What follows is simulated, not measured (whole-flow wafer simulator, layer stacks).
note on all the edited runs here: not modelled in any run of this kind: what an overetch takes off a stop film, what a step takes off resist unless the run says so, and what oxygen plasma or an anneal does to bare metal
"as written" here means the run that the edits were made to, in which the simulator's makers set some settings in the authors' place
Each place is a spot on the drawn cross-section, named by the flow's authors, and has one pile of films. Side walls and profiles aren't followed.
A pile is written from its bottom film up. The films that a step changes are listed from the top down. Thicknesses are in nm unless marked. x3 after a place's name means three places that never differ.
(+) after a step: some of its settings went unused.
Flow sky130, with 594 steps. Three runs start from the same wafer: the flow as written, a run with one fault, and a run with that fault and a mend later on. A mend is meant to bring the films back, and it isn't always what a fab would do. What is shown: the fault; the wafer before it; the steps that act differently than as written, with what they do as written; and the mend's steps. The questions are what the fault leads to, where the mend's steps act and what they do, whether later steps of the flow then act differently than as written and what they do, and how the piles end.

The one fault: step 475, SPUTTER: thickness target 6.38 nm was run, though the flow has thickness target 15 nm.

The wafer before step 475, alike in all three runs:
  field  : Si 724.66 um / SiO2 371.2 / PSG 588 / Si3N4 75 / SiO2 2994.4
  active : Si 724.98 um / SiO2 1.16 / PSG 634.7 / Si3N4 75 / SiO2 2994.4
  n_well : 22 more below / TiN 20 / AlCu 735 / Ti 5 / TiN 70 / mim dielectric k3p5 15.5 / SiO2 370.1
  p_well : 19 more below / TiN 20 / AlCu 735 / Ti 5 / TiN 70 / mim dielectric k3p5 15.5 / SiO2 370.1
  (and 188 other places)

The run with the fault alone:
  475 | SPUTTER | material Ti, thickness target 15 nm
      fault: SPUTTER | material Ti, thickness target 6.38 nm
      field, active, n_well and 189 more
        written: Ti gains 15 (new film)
        fault: Ti gains 6.38 (new film)
  Steps later in the flow that act otherwise than as written (5 more steps, not shown, differ only slightly: by at most 2% or 0.5 nm, whichever is larger):
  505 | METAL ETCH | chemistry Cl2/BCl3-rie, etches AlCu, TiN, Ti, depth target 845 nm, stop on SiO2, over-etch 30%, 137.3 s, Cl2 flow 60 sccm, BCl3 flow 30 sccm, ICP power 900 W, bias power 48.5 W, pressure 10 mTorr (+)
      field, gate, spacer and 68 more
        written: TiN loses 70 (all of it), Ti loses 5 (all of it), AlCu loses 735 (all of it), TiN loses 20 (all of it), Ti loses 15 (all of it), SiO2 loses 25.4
        fault: TiN loses 70 (all of it), Ti loses 5 (all of it), AlCu loses 735 (all of it), TiN loses 20 (all of it), Ti loses 6.38 (all of it), SiO2 loses 26.2
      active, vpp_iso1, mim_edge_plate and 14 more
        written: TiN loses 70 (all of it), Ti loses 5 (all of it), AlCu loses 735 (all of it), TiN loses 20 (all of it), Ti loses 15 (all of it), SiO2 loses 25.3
        fault: TiN loses 70 (all of it), Ti loses 5 (all of it), AlCu loses 735 (all of it), TiN loses 20 (all of it), Ti loses 6.38 (all of it), SiO2 loses 26.2
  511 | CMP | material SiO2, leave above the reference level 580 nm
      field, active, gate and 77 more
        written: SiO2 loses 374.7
        fault: SiO2 loses 382.4
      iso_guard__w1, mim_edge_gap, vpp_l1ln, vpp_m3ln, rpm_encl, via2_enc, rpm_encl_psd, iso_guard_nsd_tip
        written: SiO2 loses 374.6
        fault: SiO2 loses 382.4
  By the end, the piles at n_well, p_well, gate_hv and 102 more depart from the flow's by more than 2% or 0.5 nm, whichever is larger.
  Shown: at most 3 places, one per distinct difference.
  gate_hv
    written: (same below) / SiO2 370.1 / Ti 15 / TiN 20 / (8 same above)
    fault: (same below) / SiO2 370.1 / Ti 6.38 / TiN 20 / (8 same above)
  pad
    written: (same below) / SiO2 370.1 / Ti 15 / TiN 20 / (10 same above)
    fault: (same below) / SiO2 370.1 / Ti 6.38 / TiN 20 / (10 same above)
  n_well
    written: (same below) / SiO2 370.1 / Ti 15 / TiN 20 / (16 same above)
    fault: (same below) / SiO2 370.1 / Ti 6.38 / TiN 20 / (16 same above)

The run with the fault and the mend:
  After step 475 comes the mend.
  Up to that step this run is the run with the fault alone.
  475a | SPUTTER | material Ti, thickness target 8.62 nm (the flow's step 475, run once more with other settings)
      field, active, n_well and 189 more
        Ti gains 8.62
  Later steps of the flow that are run all act as written at every place that is followed.
  The piles end the same as the flow's at every place that both follow.
